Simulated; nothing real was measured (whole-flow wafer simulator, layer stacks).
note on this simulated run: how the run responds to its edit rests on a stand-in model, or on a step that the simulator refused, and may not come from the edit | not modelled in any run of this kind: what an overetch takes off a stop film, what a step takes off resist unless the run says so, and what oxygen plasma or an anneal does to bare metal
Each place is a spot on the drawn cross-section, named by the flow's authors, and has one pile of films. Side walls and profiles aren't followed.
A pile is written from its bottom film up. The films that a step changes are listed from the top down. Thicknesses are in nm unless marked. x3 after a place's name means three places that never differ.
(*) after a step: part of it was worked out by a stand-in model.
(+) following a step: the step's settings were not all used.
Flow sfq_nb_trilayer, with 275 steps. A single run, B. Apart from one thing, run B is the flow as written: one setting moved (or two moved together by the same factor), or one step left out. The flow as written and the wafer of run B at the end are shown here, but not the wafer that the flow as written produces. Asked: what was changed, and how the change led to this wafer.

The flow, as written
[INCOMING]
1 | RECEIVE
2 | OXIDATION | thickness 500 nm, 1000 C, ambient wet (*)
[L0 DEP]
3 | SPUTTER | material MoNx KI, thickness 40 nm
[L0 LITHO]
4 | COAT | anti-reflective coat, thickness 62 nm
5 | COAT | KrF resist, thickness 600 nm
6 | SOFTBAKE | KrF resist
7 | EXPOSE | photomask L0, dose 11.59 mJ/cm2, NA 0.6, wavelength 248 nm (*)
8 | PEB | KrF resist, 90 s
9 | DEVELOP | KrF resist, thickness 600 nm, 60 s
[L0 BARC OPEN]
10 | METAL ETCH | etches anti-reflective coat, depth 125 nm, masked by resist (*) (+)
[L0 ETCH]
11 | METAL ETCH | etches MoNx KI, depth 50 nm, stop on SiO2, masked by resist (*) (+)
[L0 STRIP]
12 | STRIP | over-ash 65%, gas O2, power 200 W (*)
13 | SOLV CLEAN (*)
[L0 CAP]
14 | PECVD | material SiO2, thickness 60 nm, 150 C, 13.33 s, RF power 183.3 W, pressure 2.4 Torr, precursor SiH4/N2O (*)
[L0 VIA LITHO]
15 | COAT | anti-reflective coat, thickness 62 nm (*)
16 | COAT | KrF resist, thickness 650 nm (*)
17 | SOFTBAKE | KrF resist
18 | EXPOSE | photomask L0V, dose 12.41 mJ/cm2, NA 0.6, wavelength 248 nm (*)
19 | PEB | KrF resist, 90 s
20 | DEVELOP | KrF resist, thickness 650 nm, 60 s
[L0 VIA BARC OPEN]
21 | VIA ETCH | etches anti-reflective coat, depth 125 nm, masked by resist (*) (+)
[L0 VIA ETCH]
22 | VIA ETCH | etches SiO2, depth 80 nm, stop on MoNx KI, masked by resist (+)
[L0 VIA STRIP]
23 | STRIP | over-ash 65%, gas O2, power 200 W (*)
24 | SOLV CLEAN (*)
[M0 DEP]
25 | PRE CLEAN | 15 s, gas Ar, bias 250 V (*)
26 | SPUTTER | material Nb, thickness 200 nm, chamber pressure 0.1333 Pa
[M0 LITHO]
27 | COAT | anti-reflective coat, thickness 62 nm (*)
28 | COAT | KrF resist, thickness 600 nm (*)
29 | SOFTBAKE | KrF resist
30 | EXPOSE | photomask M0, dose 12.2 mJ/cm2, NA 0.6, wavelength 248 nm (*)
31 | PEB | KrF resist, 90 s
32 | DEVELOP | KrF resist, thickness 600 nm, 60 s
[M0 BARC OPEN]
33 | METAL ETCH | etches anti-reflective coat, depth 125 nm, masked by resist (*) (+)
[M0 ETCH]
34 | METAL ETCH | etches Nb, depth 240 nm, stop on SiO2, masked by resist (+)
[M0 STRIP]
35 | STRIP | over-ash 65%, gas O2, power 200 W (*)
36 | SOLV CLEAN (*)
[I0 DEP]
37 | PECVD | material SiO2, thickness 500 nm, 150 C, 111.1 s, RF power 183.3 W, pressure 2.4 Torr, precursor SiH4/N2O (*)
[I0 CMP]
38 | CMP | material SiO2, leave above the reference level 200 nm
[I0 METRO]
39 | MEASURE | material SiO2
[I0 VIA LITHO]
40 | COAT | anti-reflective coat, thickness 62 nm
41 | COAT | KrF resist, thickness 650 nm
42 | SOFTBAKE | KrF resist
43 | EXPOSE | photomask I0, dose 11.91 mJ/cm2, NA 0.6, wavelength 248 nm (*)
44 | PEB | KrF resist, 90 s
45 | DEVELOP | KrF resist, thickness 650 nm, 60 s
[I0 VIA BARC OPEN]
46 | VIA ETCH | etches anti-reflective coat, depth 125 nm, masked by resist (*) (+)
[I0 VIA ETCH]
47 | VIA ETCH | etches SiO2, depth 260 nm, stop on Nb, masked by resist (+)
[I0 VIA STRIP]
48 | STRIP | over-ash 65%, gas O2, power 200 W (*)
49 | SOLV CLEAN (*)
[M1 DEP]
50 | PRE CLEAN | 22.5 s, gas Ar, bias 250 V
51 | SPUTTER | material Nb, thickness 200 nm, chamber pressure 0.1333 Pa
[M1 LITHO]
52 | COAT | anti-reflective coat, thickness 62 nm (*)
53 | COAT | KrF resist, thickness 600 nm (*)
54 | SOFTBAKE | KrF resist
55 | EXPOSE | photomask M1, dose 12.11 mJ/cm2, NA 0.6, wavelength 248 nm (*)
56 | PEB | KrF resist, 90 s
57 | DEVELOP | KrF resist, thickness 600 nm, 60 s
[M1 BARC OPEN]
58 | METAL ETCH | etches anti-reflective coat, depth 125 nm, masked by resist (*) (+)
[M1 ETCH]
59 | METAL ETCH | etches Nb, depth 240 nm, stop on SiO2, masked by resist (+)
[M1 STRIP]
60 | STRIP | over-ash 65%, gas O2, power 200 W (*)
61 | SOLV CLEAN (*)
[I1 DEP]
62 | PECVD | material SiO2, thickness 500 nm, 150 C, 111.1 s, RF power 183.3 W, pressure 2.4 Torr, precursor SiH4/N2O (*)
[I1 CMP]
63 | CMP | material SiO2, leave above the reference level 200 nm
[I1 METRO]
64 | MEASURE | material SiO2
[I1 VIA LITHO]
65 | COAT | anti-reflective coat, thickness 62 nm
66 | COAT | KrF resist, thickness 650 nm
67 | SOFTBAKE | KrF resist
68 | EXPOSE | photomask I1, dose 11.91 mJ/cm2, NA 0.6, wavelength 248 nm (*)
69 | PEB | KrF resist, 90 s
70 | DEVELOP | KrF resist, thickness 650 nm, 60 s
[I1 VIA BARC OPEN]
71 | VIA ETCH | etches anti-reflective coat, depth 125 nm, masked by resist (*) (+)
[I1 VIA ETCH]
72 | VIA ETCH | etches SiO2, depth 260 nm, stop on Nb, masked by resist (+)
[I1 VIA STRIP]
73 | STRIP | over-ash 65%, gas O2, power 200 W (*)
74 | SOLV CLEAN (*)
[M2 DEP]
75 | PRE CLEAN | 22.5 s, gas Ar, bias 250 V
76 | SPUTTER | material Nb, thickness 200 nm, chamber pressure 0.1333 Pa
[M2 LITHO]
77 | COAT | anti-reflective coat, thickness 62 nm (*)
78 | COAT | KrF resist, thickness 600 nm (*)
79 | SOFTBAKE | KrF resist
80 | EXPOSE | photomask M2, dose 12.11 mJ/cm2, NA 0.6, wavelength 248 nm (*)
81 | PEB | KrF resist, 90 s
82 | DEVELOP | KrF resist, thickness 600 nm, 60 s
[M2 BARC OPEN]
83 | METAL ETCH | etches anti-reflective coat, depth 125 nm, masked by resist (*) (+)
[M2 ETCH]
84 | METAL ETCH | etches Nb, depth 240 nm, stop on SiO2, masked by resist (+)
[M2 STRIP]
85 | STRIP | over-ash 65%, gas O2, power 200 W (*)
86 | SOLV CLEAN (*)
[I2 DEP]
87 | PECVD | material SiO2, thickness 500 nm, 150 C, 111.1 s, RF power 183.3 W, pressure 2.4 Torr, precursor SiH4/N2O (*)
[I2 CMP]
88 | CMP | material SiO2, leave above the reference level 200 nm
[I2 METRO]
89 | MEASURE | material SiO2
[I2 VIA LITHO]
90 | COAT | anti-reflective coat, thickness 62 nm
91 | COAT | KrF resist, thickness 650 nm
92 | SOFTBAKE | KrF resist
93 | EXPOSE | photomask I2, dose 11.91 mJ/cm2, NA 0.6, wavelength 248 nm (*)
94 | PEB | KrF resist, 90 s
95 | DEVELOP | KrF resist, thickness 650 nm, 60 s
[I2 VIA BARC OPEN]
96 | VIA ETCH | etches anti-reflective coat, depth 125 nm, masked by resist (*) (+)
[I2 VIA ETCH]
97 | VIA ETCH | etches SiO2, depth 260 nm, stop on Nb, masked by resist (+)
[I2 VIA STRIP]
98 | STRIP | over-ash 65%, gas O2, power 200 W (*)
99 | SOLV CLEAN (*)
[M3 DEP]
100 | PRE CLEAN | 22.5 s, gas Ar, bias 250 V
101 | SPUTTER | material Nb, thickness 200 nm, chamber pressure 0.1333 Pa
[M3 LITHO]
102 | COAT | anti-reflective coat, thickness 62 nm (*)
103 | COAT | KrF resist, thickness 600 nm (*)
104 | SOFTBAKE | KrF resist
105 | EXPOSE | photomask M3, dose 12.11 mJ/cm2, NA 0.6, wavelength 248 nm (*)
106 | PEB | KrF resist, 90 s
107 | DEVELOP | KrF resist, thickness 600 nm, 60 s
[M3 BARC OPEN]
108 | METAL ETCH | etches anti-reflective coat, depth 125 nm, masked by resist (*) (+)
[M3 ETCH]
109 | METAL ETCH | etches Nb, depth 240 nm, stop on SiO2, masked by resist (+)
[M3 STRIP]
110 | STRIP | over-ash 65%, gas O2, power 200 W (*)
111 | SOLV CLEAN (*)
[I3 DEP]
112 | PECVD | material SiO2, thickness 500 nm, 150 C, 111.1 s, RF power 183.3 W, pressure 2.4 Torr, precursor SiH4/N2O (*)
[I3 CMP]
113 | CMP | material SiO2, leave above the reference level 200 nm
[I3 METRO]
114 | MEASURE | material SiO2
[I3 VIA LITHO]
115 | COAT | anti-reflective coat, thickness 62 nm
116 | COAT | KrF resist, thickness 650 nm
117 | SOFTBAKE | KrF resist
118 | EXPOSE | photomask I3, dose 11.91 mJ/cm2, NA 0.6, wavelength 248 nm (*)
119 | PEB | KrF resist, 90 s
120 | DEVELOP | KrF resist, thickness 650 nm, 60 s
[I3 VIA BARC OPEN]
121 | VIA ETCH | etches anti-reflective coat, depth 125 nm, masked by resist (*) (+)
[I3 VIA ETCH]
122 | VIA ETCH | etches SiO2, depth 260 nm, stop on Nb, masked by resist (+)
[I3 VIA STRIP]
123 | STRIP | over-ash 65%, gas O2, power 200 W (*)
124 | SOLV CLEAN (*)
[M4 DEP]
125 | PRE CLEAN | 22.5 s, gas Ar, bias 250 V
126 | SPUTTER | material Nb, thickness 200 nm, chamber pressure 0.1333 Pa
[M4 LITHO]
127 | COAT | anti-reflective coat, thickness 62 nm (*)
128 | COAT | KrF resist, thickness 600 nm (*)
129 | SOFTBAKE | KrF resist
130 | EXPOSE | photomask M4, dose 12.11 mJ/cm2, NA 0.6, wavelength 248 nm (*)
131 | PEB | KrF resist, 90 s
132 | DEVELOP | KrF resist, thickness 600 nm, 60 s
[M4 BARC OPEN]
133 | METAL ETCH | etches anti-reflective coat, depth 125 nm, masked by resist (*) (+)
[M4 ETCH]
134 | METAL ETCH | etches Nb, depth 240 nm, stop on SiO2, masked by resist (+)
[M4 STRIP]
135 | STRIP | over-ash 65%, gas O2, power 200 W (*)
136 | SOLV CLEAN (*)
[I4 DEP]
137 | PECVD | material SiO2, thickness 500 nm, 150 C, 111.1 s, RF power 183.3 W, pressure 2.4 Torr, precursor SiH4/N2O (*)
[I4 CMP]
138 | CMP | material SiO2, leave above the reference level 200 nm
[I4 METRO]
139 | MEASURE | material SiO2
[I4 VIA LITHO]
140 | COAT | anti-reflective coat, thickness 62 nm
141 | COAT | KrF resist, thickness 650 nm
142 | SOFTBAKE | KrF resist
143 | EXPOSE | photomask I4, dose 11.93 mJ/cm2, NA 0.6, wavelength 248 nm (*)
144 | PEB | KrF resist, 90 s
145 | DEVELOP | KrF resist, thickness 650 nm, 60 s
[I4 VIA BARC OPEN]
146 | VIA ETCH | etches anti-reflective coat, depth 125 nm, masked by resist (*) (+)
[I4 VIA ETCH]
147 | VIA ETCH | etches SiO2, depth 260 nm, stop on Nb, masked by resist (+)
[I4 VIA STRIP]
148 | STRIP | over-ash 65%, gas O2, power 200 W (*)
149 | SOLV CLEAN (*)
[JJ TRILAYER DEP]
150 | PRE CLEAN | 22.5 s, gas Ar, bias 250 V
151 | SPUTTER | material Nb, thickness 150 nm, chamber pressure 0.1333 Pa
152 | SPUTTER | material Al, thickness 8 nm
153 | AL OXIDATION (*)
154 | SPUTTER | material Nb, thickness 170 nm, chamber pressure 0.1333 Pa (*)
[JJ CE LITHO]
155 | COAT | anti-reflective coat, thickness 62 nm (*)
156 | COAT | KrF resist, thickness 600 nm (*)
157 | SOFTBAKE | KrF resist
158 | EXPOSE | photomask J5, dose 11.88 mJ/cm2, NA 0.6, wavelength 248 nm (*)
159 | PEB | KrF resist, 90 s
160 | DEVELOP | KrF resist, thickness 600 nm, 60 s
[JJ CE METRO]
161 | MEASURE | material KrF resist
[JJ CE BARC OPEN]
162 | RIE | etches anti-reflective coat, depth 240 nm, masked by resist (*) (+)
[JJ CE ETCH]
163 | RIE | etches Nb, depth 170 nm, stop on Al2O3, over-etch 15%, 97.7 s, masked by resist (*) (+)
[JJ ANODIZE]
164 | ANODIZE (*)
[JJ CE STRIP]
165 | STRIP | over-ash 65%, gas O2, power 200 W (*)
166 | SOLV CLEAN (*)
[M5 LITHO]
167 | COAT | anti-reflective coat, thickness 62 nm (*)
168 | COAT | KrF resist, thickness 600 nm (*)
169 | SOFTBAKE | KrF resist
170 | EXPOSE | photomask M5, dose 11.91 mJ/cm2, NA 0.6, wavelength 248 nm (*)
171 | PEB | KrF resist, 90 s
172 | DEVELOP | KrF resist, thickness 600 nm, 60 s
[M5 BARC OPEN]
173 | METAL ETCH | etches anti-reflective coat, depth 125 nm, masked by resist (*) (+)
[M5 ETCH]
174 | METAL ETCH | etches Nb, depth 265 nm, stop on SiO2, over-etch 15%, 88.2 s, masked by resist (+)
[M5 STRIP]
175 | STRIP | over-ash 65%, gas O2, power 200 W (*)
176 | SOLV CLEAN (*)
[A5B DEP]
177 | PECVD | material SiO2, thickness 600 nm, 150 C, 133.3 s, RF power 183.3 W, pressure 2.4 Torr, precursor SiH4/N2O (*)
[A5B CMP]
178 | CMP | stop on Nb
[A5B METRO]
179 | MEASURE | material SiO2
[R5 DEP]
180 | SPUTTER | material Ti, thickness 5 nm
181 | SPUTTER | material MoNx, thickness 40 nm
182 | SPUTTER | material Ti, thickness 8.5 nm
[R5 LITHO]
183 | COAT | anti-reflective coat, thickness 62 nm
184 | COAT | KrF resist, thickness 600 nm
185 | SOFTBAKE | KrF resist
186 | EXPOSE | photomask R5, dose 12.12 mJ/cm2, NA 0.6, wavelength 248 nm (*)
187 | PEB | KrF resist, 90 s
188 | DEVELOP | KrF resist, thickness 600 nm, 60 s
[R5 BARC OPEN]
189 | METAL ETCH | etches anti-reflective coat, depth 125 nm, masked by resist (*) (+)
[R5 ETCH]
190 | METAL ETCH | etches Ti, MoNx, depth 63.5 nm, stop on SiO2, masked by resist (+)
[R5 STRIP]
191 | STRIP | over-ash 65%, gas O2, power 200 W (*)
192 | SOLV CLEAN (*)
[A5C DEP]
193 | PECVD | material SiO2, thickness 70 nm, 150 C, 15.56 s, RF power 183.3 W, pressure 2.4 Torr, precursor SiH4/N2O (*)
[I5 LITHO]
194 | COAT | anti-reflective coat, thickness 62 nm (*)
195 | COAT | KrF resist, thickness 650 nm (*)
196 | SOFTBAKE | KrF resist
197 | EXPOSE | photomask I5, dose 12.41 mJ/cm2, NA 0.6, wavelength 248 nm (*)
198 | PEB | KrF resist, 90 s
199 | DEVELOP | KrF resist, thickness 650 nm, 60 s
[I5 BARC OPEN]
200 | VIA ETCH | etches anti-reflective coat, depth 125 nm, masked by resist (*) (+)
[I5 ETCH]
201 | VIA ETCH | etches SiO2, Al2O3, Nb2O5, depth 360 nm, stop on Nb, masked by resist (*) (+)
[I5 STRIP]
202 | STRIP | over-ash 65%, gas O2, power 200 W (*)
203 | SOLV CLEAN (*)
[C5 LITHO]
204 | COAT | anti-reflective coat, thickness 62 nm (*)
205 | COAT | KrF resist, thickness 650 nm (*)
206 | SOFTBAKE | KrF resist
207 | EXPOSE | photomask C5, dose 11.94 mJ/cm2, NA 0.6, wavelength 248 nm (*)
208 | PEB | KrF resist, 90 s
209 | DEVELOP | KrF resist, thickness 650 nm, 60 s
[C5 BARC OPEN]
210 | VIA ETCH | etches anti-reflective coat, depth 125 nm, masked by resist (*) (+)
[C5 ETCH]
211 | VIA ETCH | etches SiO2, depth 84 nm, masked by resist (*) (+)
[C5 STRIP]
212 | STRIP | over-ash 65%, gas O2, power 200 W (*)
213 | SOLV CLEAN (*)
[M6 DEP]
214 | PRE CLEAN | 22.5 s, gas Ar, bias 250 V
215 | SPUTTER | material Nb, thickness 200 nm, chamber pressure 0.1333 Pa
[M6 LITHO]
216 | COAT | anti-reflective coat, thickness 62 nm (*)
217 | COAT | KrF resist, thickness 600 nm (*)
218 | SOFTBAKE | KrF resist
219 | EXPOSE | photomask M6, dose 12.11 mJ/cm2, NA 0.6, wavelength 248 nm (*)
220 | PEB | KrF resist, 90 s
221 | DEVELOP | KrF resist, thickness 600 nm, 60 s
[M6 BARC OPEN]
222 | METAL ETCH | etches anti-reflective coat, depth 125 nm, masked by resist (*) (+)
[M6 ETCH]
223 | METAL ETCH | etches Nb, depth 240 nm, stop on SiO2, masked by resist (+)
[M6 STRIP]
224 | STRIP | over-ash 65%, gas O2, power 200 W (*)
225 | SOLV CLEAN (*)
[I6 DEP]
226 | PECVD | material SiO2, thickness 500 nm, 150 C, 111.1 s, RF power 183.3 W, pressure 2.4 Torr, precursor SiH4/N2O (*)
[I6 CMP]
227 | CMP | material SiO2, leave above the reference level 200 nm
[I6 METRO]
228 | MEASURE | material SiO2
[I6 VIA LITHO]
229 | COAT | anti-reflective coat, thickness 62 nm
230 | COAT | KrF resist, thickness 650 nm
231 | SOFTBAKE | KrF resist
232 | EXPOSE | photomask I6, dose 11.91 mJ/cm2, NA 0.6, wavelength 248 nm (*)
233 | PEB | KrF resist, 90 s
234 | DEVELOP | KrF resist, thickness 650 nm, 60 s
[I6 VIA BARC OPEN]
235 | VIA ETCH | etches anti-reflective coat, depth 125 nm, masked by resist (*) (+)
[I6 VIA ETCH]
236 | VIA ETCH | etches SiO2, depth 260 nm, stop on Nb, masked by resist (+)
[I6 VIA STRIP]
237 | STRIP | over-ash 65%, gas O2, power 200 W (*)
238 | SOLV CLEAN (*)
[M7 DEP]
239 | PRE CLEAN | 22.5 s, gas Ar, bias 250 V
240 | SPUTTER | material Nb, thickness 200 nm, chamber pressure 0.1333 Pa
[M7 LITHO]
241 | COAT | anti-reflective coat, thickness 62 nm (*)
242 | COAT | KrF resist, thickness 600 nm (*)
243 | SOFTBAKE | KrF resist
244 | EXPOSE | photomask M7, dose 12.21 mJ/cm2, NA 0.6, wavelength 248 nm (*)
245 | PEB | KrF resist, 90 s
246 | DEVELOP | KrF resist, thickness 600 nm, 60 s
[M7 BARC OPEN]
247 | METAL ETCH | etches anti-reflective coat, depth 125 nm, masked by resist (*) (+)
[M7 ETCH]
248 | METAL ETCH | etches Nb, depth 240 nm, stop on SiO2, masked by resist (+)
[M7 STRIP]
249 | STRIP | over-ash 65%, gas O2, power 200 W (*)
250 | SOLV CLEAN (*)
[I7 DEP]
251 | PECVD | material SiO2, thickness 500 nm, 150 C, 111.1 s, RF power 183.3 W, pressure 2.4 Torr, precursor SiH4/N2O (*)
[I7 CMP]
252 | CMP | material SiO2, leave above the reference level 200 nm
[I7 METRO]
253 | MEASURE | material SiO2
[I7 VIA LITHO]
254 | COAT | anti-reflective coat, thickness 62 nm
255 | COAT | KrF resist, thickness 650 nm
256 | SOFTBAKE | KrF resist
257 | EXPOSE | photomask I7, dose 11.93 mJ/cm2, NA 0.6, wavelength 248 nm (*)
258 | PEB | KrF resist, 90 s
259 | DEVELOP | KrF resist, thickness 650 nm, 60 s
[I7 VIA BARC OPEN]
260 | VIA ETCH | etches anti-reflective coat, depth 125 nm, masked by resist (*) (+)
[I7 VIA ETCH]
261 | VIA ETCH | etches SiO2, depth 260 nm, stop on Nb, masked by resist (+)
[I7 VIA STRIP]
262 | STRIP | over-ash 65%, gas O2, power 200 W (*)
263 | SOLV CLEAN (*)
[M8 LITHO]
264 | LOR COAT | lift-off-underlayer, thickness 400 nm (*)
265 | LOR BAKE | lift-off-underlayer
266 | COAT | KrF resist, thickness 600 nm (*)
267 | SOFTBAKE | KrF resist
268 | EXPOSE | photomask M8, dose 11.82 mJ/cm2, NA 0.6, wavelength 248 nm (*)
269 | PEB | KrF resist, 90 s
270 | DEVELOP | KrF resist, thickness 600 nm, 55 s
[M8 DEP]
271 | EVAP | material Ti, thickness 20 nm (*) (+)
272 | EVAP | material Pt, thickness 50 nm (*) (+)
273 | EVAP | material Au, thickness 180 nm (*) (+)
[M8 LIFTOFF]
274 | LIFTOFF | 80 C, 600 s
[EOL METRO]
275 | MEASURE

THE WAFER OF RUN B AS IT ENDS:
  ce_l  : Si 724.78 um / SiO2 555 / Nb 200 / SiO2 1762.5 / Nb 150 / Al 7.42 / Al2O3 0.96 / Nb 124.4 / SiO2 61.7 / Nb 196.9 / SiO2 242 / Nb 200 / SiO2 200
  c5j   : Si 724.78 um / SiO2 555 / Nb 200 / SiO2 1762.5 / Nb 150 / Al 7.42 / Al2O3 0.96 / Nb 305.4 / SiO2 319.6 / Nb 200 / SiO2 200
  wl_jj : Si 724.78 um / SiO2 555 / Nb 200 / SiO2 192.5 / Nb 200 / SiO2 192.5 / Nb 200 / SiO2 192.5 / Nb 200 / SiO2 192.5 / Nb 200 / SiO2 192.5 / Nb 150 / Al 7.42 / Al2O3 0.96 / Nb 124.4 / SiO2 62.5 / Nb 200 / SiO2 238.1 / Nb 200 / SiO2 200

Cause: step 190, METAL ETCH: depth 99.1 nm was run, though the flow has depth 63.5 nm.

Step by step, how the change led to this:
  190 | METAL ETCH | etches Ti, MoNx, depth 63.5 nm, stop on SiO2, masked by resist (+)
      be_r, r_sur, res, r_end, r5r_line_l, r5r_line_c, r5r_line_r: KrF resist loses 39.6 (in the flow as written it would be: KrF resist loses 25.4)
      ce_l, c5j, ce_r, wl_jj: Ti loses 8.5 (all of it), MoNx loses 40 (all of it), Ti loses 5 (all of it), Nb loses 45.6 (in the flow as written it would be: Ti loses 8.5 (all of it), MoNx loses 40 (all of it), Ti loses 5 (all of it), Nb loses 10)
  191 | STRIP | over-ash 65%, gas O2, power 200 W (*)
      be_r, r_sur, res, r_end, r5r_line_l, r5r_line_c, r5r_line_r: KrF resist loses 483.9 (all of it), anti-reflective coat loses 62 (all of it) (in the flow as written it would be: KrF resist loses 498.2 (all of it), anti-reflective coat loses 62 (all of it))
  194 | COAT | anti-reflective coat, thickness 62 nm (*)
      wl_j_sl, wl_j_sr: anti-reflective coat gains 54.8 (new film) (in the flow as written it would be: anti-reflective coat gains 60.2 (new film))
      jj_sur: anti-reflective coat gains 55.3 (new film) (in the flow as written it would be: anti-reflective coat gains 60.8 (new film))
      (also at 5 further places)
  195 | COAT | KrF resist, thickness 650 nm (*)
      c5j: KrF resist gains 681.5 (new film) (in the flow as written it would be: KrF resist gains 662.7 (new film))
      wl_jj: KrF resist gains 672.4 (new film) (in the flow as written it would be: KrF resist gains 654.8 (new film))
  202 | STRIP | over-ash 65%, gas O2, power 200 W (*)
      wl_j_sl, wl_j_sr: KrF resist loses 333 (all of it), anti-reflective coat loses 54.8 (all of it) (in the flow as written it would be: KrF resist loses 333.3 (all of it), anti-reflective coat loses 60.2 (all of it))
      jj_sur: KrF resist loses 337.4 (all of it), anti-reflective coat loses 55.3 (all of it) (in the flow as written it would be: KrF resist loses 337.2 (all of it), anti-reflective coat loses 60.8 (all of it))
      (also at 5 further places)
  204 | COAT | anti-reflective coat, thickness 62 nm (*)
      wl_j_sl, wl_j_sr: anti-reflective coat gains 54.8 (new film) (in the flow as written it would be: anti-reflective coat gains 60.2 (new film))
      jj_sur: anti-reflective coat gains 54 (new film) (in the flow as written it would be: anti-reflective coat gains 59.5 (new film))
      (also at 5 further places)
  205 | COAT | KrF resist, thickness 650 nm (*)
      c5j: KrF resist gains 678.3 (new film) (in the flow as written it would be: KrF resist gains 659.4 (new film))
      wl_jj: KrF resist gains 672.4 (new film) (in the flow as written it would be: KrF resist gains 654.8 (new film))
  209 | DEVELOP | KrF resist, thickness 650 nm, 60 s
      c5j: KrF resist loses 676.8 (all of it) (in the flow as written it would be: KrF resist loses 658.1 (all of it))
  210 | VIA ETCH | etches anti-reflective coat, depth 125 nm, masked by resist (*) (+)
      c5j: anti-reflective coat loses 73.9 (all of it), SiO2 loses 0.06 (in the flow as written it would be: anti-reflective coat loses 63.9 (all of it), SiO2 loses 0.11)
  212 | STRIP | over-ash 65%, gas O2, power 200 W (*)
      wl_j_sl, wl_j_sr: KrF resist loses 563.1 (all of it), anti-reflective coat loses 54.8 (all of it) (in the flow as written it would be: KrF resist loses 563.4 (all of it), anti-reflective coat loses 60.2 (all of it))
      jj_sur: KrF resist loses 562 (all of it), anti-reflective coat loses 54 (all of it) (in the flow as written it would be: KrF resist loses 562 (all of it), anti-reflective coat loses 59.5 (all of it))
      (also at 4 further places)
  216 | COAT | anti-reflective coat, thickness 62 nm (*)
      wl_j_sl, wl_j_sr: anti-reflective coat gains 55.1 (new film) (in the flow as written it would be: anti-reflective coat gains 60.2 (new film))
      jj_sur: anti-reflective coat gains 50.6 (new film) (in the flow as written it would be: anti-reflective coat gains 56.1 (new film))
      (also at 5 further places)
  217 | COAT | KrF resist, thickness 600 nm (*)
      ce_l: KrF resist gains 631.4 (new film) (in the flow as written it would be: KrF resist gains 614.7 (new film))
      c5j: KrF resist gains 655.6 (new film) (in the flow as written it would be: KrF resist gains 636 (new film))
      (also at 2 further places)
  224 | STRIP | over-ash 65%, gas O2, power 200 W (*)
      wl_j_sl, wl_j_sr: KrF resist loses 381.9 (all of it), anti-reflective coat loses 55.1 (all of it) (in the flow as written it would be: KrF resist loses 382.5 (all of it), anti-reflective coat loses 60.2 (all of it))
      jj_sur: KrF resist loses 377.9 (all of it), anti-reflective coat loses 50.6 (all of it) (in the flow as written it would be: KrF resist loses 378.5 (all of it), anti-reflective coat loses 56.1 (all of it))
      (also at 5 further places)
  227 | CMP | material SiO2, leave above the reference level 200 nm
      ce_l, ce_r: SiO2 loses 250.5 (in the flow as written it would be: SiO2 loses 290)
      c5j: SiO2 loses 183.5 (in the flow as written it would be: SiO2 loses 223)
      (also at 1 further place)
